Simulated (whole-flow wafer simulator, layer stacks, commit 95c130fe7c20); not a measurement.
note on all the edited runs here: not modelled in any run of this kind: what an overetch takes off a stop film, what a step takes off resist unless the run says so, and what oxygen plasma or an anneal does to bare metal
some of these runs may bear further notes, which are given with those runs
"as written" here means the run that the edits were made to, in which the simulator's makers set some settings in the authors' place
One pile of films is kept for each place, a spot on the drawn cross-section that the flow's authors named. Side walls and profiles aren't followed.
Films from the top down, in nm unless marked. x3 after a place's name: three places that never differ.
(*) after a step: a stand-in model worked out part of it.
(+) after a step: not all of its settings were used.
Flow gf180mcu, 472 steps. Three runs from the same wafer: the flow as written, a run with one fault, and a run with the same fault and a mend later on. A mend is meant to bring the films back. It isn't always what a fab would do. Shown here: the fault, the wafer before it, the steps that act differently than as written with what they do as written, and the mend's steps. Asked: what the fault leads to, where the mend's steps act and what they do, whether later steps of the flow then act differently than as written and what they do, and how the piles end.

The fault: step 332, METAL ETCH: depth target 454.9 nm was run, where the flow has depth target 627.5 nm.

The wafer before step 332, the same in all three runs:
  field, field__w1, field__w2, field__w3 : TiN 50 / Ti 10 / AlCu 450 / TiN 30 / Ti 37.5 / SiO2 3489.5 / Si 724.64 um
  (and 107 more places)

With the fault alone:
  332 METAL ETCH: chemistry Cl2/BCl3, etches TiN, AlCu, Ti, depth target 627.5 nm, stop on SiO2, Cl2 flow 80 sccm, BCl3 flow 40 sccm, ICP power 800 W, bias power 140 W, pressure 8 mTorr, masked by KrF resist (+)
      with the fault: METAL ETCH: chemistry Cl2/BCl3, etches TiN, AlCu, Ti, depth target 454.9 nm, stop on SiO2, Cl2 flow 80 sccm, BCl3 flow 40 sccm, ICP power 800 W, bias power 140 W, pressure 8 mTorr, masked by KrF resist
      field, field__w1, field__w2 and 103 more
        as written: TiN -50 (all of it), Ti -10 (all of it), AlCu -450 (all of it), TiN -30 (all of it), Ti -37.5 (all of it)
        with the fault: TiN -50 (all of it), Ti -10 (all of it), AlCu -394.9
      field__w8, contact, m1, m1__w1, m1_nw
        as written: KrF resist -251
        with the fault: KrF resist -182
  Later steps of the flow that act differently than as written:
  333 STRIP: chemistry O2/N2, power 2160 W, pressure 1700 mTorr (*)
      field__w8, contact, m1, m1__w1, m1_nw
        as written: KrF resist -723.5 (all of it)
        with the fault: KrF resist -792.6 (all of it)
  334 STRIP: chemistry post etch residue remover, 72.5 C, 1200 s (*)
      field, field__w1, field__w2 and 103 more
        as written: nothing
        with the fault: AlCu -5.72
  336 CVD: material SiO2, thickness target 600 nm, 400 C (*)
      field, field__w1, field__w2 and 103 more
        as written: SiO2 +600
        with the fault: SiO2 +600 (new film)
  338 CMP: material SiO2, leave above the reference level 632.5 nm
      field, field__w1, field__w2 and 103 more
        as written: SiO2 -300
        with the fault: SiO2 -416.9
  At the end the piles differ from the flow's by more than 2% or 0.5 nm, whichever is larger, at field, field__w1, field__w2 and 104 more.
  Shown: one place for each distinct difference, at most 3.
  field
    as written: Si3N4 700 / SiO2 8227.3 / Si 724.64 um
    with the fault: Si3N4 700 / SiO2 4620.9 / AlCu 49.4 / TiN 30 / Ti 37.5 / SiO2 3489.5 / Si 724.64 um
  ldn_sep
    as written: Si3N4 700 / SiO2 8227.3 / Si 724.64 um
    with the fault: Si3N4 700 / SiO2 4620.9 / AlCu 49.4 / TiN 30 / Ti 37.5 / SiO2 3489.4 / Si 724.64 um
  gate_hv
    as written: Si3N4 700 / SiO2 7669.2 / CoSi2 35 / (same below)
    with the fault: Si3N4 700 / SiO2 4620.9 / AlCu 49.4 / TiN 30 / Ti 37.5 / SiO2 2931.3 / CoSi2 35 / (same below)

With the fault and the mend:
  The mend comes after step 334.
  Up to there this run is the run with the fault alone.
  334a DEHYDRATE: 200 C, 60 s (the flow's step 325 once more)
      changes no film at any place that is followed
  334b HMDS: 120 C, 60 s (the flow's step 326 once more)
      changes no film at any place that is followed
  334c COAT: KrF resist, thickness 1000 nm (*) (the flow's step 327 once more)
      iso_ptap_pw, iso_ntap_nw, iso_nw_fld and 33 more
        KrF resist +1000 (new film)
      field_sub, field_sub__w1, field_sub__w2 and 15 more
        KrF resist +1002.7 (new film)
      p_well, sti, spacer and 6 more
        KrF resist +1003 (new film)
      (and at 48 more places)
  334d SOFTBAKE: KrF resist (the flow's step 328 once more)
      changes no film at any place that is followed
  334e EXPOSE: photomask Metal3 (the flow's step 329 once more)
      changes no film at any place that is followed
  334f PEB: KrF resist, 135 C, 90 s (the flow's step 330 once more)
      field__w1, field__w2, field__w3 and 56 more
        KrF resist -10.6
      iso_ptap_pw, iso_ntap_nw, iso_nw_fld and 33 more
        KrF resist -10.5
      gate_hv, sd_p, nw_sep_fld, polyc_n, polyc_n_rim
        KrF resist -10.7
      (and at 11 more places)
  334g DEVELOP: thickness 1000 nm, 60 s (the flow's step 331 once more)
      iso_ptap_pw, iso_ntap_nw, iso_nw_fld and 33 more
        KrF resist -989.5 (all of it)
      field_sub, field_sub__w1, field_sub__w2 and 14 more
        KrF resist -992.1 (all of it)
      field__w11, field__w13, p_well and 8 more
        KrF resist -992.5 (all of it)
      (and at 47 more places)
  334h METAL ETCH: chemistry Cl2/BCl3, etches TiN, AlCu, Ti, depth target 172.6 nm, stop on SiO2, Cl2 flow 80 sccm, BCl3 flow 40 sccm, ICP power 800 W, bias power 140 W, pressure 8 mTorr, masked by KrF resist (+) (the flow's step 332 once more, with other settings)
      field, field__w1, field__w2 and 103 more
        AlCu -49.4 (all of it), TiN -30 (all of it), Ti -37.5 (all of it)
      field__w8, contact, m1, m1__w1, m1_nw
        KrF resist -69
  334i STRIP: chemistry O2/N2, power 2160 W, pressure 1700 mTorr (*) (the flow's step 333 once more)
      field__w8
        KrF resist -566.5 (all of it)
      contact
        KrF resist -564.6 (all of it)
      m1
        KrF resist -567.4 (all of it)
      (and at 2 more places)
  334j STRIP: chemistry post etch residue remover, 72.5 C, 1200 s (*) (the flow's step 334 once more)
      field__w8, contact, m1, m1__w1, m1_nw
        TiN -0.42
  No later step of the flow acts differently than as written, at any place that is followed, by more than 2% or 0.5 nm, whichever is larger.
  At the end the piles differ from the flow's only slightly at the places that both follow, by at most 2% or 0.5 nm, whichever is larger.
